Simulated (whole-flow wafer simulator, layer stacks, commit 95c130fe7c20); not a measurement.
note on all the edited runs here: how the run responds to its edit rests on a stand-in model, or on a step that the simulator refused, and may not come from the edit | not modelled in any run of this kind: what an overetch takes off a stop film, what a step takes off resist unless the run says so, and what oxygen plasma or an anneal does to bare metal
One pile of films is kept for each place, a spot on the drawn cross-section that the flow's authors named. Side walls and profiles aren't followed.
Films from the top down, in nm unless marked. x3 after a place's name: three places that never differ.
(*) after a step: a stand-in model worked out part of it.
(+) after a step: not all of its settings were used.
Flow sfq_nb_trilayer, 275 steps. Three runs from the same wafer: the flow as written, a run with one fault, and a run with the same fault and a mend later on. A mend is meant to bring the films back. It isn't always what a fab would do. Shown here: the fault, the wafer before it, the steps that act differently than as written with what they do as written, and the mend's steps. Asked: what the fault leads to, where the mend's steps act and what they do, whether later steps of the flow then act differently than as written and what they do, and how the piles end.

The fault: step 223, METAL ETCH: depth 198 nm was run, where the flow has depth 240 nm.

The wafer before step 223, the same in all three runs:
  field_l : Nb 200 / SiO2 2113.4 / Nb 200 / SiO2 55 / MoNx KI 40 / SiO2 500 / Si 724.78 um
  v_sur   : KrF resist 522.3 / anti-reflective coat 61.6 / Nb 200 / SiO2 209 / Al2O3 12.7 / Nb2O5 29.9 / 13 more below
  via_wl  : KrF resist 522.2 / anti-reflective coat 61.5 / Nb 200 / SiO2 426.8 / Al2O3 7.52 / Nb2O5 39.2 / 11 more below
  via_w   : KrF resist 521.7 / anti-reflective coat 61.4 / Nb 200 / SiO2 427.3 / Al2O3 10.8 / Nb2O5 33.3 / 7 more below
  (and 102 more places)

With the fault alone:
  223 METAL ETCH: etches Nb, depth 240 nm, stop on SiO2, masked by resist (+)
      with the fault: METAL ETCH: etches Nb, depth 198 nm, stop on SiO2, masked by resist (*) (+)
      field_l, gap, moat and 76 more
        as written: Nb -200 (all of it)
        with the fault: Nb -198
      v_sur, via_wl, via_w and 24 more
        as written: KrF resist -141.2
        with the fault: KrF resist -116.5
  Later steps of the flow that act differently than as written:
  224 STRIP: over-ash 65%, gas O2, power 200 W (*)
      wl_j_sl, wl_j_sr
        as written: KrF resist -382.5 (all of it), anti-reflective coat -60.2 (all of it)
        with the fault: KrF resist -407.2 (all of it), anti-reflective coat -60.2 (all of it)
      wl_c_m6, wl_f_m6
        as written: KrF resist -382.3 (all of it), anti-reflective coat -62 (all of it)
        with the fault: KrF resist -407 (all of it), anti-reflective coat -62 (all of it)
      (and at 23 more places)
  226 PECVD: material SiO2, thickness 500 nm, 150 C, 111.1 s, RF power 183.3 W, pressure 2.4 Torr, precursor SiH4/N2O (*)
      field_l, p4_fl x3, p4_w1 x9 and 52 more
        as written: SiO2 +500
        with the fault: SiO2 +500 (new film)
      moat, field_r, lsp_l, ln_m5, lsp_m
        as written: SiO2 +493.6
        with the fault: SiO2 +493.7 (new film)
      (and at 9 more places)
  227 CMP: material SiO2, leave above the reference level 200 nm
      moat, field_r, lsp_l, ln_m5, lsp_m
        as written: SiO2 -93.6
        with the fault: SiO2 -95.7
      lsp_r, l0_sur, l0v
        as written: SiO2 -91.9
        with the fault: SiO2 -94
  At the end the piles differ from the flow's by more than 2% or 0.5 nm, whichever is larger, at field_l, gap, moat and 76 more.
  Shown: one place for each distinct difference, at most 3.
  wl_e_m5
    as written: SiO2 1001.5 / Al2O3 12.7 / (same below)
    with the fault: SiO2 790.5 / Nb 2 / SiO2 209 / Al2O3 12.7 / (same below)
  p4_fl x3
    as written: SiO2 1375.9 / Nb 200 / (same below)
    with the fault: SiO2 790.5 / Nb 2 / SiO2 583.4 / Nb 200 / (same below)
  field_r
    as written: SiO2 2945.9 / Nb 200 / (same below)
    with the fault: SiO2 790.5 / Nb 2 / SiO2 2153.4 / Nb 200 / (same below)

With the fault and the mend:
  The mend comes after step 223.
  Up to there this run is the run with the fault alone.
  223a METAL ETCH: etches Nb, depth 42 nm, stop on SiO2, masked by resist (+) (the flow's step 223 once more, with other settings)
      field_l, gap, moat and 76 more
        Nb -2 (all of it)
      v_sur, via_wl, via_w and 24 more
        KrF resist -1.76
  Later steps of the flow that act differently than as written:
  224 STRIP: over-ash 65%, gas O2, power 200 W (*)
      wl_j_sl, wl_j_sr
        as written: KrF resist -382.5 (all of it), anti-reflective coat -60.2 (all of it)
        with the mend: KrF resist -405.5 (all of it), anti-reflective coat -60.2 (all of it)
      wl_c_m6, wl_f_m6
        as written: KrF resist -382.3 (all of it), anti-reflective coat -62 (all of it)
        with the mend: KrF resist -405.2 (all of it), anti-reflective coat -62 (all of it)
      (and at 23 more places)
  At the end the piles are the same as the flow's at every place that both follow.
